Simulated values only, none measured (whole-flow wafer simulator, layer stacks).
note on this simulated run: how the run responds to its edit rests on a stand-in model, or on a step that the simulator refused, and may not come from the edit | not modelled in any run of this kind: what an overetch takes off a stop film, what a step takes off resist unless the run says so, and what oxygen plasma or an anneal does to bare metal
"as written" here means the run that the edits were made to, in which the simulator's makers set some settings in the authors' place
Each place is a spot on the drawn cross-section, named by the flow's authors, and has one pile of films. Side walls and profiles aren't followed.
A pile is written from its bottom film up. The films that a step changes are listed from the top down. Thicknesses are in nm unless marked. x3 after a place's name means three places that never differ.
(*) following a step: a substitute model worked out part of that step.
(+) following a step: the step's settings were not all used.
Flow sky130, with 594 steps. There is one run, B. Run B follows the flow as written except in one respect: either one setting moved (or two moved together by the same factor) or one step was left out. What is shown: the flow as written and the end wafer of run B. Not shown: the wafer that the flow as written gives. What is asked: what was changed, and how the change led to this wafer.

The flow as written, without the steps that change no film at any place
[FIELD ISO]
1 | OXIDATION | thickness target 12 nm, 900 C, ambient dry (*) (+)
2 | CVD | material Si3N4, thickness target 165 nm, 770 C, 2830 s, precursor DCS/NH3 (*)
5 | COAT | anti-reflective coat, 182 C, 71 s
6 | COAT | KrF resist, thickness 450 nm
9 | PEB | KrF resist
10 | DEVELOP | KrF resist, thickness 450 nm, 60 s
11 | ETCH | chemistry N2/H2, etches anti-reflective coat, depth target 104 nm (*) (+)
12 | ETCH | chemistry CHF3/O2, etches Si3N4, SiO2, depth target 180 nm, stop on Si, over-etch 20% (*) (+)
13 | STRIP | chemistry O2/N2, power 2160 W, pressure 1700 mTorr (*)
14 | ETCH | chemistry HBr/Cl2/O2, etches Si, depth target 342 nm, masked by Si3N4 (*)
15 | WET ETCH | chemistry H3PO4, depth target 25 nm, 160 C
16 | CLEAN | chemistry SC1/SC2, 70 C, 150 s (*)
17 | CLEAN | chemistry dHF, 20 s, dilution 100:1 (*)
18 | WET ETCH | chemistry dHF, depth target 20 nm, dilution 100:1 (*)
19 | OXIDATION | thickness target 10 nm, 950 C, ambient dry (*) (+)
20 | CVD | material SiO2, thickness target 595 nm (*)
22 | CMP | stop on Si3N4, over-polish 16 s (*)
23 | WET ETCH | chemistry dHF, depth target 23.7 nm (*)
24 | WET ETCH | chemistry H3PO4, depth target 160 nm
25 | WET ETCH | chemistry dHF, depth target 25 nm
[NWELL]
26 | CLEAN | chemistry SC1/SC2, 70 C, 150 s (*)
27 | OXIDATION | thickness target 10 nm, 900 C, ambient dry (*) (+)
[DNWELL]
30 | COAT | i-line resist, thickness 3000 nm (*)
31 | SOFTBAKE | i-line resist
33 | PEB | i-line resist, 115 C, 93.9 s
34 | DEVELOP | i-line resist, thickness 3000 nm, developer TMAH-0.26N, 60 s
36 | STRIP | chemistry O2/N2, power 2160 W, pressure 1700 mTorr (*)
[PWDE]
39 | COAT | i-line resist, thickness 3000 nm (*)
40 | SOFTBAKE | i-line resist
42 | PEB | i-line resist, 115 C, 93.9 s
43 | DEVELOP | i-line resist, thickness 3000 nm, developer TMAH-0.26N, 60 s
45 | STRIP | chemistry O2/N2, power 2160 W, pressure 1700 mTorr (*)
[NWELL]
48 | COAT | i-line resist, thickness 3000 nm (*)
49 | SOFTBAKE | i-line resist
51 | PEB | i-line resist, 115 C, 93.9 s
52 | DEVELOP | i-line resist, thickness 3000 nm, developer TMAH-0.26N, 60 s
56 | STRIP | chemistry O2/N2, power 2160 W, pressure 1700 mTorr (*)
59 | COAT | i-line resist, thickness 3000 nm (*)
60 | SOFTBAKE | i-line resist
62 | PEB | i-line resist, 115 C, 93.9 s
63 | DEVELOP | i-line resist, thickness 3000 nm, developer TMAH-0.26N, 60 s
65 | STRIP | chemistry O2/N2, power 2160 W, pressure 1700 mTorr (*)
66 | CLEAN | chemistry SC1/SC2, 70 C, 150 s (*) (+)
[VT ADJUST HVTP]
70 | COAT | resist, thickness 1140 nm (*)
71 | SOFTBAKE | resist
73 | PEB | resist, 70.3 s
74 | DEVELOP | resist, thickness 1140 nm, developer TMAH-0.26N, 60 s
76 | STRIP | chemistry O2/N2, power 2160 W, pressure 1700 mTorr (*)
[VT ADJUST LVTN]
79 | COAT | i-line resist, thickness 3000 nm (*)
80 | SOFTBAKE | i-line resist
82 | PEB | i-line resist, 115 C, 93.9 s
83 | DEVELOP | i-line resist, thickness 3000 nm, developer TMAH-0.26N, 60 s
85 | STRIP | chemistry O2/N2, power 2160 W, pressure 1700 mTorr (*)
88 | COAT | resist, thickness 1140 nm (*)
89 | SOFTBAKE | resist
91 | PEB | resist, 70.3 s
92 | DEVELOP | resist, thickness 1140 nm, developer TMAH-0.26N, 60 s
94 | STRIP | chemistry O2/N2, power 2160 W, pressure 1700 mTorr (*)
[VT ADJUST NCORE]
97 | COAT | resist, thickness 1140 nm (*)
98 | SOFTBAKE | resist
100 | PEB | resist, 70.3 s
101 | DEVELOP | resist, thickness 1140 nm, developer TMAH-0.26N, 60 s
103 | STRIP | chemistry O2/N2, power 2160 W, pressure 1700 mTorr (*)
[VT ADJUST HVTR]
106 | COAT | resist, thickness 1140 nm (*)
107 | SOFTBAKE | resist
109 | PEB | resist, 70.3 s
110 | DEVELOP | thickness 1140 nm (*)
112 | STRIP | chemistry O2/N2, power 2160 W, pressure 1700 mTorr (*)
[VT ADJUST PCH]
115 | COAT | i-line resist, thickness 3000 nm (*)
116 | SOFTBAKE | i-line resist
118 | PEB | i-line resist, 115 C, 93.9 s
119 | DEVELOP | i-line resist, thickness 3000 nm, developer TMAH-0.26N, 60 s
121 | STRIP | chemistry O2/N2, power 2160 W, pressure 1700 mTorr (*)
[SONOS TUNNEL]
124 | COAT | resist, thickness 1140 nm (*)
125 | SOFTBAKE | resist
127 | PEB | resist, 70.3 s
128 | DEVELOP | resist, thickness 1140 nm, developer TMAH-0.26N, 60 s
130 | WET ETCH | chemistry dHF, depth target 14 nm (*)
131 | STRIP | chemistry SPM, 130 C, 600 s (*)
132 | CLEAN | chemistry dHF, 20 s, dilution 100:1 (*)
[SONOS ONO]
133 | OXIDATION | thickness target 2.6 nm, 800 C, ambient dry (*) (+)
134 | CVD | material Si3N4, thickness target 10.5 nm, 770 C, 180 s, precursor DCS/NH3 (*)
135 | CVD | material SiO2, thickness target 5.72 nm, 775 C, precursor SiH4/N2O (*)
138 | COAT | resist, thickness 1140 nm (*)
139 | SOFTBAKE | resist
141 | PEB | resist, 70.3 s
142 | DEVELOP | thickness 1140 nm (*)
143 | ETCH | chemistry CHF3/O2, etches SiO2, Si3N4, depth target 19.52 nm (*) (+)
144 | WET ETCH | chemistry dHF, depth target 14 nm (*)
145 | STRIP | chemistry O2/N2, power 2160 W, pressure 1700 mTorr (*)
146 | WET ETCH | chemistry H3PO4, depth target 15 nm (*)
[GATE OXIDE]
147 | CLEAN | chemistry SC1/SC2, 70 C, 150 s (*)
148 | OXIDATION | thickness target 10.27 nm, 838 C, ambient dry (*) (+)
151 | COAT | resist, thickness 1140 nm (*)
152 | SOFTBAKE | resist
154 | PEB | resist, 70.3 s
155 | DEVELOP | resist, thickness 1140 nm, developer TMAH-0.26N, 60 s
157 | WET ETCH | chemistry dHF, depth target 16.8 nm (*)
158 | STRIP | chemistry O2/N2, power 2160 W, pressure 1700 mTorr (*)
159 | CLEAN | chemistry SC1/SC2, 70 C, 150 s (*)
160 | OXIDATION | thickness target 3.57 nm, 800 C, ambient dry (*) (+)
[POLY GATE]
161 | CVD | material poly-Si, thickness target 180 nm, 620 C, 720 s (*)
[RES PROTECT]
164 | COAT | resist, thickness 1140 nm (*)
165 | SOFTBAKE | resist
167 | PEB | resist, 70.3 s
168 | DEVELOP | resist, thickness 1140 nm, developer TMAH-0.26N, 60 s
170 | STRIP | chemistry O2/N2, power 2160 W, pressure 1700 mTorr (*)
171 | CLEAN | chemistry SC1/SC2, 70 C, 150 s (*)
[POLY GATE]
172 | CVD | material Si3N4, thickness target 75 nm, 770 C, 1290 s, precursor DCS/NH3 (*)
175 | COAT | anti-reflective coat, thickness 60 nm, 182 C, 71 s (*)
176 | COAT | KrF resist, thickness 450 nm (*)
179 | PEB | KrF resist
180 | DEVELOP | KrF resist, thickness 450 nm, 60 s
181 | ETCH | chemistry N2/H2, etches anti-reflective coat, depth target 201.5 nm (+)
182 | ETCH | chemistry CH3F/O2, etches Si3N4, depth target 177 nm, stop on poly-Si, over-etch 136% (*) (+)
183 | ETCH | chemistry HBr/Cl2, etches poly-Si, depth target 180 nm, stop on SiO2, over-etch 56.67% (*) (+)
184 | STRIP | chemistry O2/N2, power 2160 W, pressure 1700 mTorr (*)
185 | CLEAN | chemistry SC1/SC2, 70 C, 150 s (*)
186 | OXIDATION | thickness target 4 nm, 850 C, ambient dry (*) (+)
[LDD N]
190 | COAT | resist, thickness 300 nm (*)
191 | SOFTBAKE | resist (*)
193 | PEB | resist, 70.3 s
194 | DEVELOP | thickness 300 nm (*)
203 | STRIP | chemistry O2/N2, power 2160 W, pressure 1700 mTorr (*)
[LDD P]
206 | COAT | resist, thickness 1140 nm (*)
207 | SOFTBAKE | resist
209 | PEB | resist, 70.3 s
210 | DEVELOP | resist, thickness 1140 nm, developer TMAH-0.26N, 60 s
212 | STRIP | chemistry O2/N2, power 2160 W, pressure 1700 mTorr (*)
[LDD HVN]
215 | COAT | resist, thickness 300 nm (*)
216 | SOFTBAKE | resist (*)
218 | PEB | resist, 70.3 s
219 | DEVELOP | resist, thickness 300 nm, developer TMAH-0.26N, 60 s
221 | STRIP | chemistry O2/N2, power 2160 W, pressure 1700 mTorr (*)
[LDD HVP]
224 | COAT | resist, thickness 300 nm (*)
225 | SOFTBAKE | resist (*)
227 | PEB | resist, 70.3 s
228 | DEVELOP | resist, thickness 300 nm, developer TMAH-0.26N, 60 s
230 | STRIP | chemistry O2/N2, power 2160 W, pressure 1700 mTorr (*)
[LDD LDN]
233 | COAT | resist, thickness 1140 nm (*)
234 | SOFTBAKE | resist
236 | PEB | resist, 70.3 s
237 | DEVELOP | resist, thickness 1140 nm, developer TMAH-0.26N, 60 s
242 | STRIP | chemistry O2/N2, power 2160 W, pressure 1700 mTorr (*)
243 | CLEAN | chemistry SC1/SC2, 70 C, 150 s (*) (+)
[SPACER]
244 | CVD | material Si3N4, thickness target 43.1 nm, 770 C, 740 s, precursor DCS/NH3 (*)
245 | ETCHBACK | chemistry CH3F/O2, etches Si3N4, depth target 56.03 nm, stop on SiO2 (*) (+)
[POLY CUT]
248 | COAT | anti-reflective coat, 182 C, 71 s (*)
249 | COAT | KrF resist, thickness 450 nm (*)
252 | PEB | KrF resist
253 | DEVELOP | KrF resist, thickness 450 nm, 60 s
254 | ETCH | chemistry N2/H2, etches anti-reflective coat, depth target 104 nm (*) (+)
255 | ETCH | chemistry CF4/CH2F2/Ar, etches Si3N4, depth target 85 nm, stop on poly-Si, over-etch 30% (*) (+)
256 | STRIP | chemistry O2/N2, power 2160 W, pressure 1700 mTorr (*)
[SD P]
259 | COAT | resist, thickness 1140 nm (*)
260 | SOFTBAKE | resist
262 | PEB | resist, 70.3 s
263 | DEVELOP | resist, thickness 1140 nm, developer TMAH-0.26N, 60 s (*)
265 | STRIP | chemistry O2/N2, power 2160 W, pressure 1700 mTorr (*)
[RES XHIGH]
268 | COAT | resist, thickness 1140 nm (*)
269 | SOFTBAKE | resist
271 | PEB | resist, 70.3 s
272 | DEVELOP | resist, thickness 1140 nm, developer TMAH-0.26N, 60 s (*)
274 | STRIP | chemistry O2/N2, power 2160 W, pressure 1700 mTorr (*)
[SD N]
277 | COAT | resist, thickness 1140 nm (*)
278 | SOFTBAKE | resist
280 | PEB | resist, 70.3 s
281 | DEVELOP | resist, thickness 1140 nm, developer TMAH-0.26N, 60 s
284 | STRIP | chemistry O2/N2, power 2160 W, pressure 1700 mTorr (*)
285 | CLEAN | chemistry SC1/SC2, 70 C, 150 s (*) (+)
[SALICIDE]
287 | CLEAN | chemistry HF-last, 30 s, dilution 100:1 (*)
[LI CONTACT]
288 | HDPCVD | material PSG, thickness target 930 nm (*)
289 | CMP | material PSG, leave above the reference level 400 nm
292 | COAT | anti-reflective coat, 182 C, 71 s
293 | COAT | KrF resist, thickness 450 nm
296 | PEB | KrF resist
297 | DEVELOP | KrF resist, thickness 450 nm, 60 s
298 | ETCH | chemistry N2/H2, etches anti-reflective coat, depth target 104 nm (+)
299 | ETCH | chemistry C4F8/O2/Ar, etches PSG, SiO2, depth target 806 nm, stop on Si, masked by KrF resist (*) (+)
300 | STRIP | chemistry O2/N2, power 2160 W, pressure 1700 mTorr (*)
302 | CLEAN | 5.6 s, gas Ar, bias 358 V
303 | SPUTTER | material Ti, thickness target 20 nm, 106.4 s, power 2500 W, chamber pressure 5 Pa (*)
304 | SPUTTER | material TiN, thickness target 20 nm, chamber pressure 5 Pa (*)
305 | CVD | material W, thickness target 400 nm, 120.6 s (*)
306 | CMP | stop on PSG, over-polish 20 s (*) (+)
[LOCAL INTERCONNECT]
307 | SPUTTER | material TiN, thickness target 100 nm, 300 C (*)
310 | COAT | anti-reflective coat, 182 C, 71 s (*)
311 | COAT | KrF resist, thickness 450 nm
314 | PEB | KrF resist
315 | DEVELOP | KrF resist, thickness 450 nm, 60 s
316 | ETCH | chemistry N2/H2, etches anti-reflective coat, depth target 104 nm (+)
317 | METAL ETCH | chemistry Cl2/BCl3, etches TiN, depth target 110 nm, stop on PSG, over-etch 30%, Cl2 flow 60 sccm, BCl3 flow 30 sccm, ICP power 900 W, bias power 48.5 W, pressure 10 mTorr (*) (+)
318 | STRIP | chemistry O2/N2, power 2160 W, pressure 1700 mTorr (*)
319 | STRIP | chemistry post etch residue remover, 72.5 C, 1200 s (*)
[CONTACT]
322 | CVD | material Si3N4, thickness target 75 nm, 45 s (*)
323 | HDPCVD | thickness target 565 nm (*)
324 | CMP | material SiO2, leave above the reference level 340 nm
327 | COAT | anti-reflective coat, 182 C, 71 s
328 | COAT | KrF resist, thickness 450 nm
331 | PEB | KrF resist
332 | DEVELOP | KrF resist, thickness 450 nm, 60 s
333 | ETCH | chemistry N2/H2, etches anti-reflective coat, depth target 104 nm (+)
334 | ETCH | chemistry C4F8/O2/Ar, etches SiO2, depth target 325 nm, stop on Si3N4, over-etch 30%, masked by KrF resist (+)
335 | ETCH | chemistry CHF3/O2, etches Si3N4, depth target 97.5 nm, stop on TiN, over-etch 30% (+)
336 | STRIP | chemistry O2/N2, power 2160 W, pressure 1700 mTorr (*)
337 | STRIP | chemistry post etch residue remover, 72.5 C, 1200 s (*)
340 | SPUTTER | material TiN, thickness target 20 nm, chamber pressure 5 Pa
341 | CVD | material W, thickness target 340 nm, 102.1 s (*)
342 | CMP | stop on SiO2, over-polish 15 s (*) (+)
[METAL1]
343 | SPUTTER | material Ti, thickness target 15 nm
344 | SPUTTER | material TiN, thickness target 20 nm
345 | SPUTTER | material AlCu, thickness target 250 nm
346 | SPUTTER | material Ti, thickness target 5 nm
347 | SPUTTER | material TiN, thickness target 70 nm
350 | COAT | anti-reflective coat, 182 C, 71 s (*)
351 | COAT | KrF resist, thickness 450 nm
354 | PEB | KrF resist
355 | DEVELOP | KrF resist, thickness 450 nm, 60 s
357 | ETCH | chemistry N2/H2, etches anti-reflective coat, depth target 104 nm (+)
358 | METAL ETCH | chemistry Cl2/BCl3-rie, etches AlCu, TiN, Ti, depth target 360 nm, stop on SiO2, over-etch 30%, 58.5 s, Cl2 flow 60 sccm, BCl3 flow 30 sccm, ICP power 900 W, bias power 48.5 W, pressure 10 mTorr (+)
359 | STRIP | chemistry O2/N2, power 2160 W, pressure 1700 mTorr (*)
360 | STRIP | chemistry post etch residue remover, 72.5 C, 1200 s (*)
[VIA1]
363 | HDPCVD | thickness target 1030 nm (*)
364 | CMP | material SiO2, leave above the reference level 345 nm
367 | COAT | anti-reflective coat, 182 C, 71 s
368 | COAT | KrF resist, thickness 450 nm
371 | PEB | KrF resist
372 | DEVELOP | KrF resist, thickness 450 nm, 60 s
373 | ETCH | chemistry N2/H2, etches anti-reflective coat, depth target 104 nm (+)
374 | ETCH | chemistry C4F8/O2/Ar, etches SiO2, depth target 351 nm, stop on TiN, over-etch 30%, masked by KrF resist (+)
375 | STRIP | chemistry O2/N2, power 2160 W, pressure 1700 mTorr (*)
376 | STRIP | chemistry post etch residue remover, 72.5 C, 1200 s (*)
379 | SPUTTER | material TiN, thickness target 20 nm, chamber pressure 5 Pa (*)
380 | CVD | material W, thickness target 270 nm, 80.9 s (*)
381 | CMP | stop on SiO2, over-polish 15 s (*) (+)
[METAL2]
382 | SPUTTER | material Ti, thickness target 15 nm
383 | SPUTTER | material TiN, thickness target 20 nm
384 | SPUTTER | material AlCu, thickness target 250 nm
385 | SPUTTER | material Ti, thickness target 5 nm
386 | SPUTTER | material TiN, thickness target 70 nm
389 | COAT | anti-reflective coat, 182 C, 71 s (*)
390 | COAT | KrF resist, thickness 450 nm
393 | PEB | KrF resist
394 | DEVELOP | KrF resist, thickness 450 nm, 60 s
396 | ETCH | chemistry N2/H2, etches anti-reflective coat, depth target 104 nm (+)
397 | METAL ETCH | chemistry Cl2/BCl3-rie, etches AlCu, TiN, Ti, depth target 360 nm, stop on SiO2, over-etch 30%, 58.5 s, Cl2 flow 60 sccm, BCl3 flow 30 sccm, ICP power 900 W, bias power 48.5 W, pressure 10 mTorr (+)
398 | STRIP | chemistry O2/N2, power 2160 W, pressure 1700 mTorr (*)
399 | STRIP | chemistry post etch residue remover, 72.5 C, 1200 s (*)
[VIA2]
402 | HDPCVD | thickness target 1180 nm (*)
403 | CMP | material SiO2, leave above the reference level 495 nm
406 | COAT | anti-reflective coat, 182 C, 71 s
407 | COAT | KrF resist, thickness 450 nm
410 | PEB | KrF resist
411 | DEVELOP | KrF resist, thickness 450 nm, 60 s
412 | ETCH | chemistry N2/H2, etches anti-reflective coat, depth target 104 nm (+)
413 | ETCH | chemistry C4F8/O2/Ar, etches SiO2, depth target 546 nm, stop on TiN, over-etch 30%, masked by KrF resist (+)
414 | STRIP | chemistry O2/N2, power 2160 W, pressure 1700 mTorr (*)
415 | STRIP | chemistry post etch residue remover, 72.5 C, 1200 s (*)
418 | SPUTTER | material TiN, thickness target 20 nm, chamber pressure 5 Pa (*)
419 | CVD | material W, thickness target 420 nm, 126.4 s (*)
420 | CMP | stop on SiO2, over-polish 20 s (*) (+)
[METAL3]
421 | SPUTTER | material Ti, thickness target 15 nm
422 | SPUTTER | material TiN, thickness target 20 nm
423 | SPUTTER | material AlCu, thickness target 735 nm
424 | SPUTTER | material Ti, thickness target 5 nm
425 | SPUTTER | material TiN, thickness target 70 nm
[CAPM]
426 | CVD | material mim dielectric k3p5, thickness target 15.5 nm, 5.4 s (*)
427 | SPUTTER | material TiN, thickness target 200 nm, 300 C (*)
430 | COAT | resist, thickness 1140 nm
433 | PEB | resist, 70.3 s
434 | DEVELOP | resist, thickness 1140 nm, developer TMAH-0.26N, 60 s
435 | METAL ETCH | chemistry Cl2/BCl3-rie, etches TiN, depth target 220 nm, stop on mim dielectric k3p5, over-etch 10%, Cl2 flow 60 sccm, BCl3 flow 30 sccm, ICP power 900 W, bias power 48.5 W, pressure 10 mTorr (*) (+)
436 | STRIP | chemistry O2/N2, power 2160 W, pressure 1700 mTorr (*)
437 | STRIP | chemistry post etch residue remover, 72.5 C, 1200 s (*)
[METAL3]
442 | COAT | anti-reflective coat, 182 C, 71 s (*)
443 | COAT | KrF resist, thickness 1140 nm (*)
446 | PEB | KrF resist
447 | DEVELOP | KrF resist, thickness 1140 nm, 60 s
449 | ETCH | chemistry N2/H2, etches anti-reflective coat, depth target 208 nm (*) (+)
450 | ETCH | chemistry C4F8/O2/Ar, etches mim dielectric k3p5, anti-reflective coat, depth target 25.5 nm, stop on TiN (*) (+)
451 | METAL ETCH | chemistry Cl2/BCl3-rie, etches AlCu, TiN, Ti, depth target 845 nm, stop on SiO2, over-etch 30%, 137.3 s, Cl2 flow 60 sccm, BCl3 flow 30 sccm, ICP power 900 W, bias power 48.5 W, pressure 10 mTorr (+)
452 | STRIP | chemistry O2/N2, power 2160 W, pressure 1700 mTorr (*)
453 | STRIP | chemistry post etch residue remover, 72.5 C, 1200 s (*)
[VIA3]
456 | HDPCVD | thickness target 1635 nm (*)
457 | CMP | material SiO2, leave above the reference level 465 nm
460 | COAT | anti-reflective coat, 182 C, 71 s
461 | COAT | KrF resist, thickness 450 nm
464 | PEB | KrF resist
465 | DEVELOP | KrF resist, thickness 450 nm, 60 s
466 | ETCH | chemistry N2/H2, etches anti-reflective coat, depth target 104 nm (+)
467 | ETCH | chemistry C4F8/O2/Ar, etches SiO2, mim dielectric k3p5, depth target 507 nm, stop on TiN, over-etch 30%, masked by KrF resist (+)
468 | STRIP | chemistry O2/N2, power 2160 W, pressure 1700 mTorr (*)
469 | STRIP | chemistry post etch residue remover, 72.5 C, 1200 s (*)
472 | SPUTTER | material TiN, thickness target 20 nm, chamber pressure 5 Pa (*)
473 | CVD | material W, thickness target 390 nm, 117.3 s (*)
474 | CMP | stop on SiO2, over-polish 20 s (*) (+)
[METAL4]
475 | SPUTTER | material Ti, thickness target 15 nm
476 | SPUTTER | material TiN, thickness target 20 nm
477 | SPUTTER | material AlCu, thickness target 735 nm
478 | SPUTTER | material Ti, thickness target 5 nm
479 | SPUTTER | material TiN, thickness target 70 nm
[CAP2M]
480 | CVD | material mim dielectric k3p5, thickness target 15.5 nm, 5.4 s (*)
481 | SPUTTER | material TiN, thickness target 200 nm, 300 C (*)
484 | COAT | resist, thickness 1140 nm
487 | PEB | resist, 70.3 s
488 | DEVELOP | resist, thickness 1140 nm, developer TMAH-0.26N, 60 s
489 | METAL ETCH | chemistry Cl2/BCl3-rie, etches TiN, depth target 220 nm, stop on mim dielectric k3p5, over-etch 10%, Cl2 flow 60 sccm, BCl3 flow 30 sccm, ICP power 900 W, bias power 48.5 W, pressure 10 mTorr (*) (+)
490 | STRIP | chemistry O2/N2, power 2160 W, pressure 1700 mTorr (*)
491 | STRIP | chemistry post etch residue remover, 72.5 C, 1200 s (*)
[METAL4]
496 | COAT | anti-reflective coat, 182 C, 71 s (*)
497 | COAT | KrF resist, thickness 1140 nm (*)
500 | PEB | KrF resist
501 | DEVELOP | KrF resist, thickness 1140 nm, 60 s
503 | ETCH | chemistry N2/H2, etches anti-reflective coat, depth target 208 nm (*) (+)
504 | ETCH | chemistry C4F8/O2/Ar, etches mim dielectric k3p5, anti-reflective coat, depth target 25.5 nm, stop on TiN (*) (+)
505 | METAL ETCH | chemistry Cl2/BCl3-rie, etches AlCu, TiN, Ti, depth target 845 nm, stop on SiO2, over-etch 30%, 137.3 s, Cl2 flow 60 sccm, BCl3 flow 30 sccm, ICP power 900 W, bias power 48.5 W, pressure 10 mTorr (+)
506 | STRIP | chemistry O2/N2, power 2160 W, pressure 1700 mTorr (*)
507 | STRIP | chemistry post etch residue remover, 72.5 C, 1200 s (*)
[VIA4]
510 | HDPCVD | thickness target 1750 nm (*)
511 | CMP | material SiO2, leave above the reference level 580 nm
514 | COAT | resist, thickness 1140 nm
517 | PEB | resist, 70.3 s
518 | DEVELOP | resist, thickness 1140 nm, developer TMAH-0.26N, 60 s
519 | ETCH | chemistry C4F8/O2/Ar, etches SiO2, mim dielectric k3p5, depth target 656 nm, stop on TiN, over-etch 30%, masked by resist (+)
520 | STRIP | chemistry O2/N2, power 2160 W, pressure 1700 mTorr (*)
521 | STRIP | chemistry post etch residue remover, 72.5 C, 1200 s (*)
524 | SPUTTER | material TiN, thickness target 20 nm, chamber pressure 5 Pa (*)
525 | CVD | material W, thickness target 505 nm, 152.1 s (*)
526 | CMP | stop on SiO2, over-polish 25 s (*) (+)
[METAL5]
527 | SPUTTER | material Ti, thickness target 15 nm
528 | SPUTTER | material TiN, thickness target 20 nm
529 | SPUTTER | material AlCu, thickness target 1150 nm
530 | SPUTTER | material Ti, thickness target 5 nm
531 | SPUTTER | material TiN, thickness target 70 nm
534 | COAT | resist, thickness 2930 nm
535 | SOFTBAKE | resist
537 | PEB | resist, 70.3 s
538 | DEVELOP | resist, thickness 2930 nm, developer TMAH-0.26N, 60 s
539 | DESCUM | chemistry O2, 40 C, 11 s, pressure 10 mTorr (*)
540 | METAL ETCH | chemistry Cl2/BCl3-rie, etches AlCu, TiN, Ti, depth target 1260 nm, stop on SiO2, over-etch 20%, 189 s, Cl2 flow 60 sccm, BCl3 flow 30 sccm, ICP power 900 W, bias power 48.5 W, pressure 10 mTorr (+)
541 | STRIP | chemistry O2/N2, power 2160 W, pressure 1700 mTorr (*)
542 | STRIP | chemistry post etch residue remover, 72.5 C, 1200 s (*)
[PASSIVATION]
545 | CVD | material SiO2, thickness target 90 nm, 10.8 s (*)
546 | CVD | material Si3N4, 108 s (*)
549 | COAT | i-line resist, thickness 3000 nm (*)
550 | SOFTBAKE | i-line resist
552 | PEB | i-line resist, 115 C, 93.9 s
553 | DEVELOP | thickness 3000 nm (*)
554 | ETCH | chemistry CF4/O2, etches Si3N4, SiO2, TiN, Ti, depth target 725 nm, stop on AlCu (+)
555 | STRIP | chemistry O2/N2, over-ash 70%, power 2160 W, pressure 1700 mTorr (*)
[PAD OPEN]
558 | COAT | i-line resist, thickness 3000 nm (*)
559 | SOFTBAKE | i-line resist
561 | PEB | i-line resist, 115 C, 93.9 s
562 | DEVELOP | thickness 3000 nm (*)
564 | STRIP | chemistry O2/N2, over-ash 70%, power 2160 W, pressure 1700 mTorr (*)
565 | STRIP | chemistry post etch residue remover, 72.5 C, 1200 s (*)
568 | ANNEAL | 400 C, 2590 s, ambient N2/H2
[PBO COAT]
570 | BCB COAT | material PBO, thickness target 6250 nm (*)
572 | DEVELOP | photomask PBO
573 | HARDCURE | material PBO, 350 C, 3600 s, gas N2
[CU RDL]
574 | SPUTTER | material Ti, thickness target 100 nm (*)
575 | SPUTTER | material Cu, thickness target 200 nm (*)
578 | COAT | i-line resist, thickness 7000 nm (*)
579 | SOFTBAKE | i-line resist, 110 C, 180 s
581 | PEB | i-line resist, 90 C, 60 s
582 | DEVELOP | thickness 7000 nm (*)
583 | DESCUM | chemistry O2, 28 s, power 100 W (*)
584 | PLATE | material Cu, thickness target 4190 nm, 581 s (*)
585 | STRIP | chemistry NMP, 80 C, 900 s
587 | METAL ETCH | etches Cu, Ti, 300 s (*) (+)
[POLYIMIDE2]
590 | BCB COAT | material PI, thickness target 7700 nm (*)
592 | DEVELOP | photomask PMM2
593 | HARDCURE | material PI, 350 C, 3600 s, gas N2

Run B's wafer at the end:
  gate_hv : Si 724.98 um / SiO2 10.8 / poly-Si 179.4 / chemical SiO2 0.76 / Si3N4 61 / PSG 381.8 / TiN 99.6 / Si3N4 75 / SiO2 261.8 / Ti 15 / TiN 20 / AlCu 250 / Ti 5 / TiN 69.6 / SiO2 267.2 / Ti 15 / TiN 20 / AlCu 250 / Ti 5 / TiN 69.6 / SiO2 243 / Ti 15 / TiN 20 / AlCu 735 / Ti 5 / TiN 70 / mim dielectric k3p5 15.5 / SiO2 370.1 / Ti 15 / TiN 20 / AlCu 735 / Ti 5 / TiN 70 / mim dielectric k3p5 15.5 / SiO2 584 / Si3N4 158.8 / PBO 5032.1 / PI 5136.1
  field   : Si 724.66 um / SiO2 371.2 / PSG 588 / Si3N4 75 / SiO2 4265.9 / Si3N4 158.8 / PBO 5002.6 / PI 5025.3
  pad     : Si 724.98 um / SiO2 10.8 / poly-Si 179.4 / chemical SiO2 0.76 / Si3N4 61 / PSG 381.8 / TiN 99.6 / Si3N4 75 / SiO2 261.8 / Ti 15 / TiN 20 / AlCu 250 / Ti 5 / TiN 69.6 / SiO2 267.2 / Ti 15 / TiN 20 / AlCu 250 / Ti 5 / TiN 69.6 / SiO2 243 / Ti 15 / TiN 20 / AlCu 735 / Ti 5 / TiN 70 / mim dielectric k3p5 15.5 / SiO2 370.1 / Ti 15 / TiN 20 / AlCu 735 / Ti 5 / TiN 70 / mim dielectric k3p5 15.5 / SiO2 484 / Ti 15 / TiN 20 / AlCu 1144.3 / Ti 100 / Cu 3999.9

The reason: step 403, CMP: leave above the reference level 322 nm was run, though the flow has leave above the reference level 495 nm.

The path from the change to this, step by step:
  403 | CMP | material SiO2, leave above the reference level 495 nm
      n_well, p_well, gate_hv and 101 more: -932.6 SiO2 (it would be, as written: -759.6 SiO2)
      field, active, gate and 82 more: -562.1 SiO2 (it would be, as written: -389.1 SiO2)
      (as well as at 2 more places)
  413 | ETCH | chemistry C4F8/O2/Ar, etches SiO2, depth target 546 nm, stop on TiN, over-etch 30%, masked by KrF resist (+)
      field, active, n_well and 186 more: -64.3 KrF resist (it would be, as written: -109.2 KrF resist)
      m1: -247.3 SiO2 (all of it) (it would be, as written: -420.3 SiO2 (all of it))
      (as well as at 1 more place)
  414 | STRIP | chemistry O2/N2, power 2160 W, pressure 1700 mTorr (*)
      field, active, n_well and 186 more: -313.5 KrF resist (all of it), -80 anti-reflective coat (all of it) (it would be, as written: -268.6 KrF resist (all of it), -80 anti-reflective coat (all of it))
  418 | SPUTTER | material TiN, thickness target 20 nm, chamber pressure 5 Pa (*)
      m1, via2_hole: +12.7 TiN (it would be, as written: +10.2 TiN)
  419 | CVD | material W, thickness target 420 nm, 126.4 s (*)
      m1: +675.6 W (new film) (it would be, as written: +851.1 W (new film))
      via2_hole: +675.2 W (new film) (it would be, as written: +850.7 W (new film))
